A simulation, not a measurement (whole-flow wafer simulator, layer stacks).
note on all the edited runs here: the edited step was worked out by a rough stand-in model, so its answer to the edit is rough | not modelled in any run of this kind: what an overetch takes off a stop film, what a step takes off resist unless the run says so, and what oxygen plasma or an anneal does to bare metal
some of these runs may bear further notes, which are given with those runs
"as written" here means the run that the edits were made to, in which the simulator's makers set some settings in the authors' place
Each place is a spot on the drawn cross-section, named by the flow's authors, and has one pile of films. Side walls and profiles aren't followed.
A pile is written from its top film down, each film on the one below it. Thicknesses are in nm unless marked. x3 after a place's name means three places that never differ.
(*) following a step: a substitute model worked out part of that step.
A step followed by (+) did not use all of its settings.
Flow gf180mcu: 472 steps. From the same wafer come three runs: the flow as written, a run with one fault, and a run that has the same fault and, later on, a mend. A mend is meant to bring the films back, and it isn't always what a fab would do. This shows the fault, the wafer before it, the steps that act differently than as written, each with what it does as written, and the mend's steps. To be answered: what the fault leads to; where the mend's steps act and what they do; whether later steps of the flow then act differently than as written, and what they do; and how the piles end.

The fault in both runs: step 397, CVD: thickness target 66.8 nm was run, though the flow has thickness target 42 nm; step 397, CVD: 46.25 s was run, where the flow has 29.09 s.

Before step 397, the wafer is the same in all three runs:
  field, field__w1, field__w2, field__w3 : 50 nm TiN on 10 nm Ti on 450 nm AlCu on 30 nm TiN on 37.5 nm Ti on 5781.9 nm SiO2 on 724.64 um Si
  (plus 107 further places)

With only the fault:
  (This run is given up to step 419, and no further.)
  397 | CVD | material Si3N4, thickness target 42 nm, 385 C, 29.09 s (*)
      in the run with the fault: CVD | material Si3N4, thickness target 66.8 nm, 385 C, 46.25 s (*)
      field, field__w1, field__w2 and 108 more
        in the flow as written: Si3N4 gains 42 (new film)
        in the run with the fault: Si3N4 gains 66.7 (new film)
  Later steps of the flow acting differently than as written:
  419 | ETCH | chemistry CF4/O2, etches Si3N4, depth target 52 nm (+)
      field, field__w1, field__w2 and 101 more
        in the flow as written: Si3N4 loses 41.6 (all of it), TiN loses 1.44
        in the run with the fault: Si3N4 loses 52
  The piles after step 419 differ from the flow's at field, field__w1, field__w2 and 109 more by more than 2% or 0.5 nm, whichever is larger.
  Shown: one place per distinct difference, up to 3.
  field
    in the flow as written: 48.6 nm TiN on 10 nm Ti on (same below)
    in the run with the fault: 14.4 nm Si3N4 on 50 nm TiN on 10 nm Ti on (same below)
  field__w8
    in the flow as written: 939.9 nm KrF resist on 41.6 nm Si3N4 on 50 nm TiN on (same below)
    in the run with the fault: 939.9 nm KrF resist on 66.4 nm Si3N4 on 50 nm TiN on (same below)
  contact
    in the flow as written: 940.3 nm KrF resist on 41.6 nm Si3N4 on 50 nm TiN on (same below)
    in the run with the fault: 940.3 nm KrF resist on 66.4 nm Si3N4 on 50 nm TiN on (same below)

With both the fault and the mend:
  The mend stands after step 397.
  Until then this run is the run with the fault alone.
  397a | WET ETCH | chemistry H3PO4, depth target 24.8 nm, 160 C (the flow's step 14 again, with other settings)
      field, field__w1, field__w2 and 108 more
        Si3N4 loses 24.8
  Every later step of the flow that is run acts as written, at every place that is followed, to within 2% or 0.5 nm, whichever is larger.
  When the end is reached, the piles differ only a little from the flow's at the places that both follow, at most by 2% or 0.5 nm, whichever is larger.
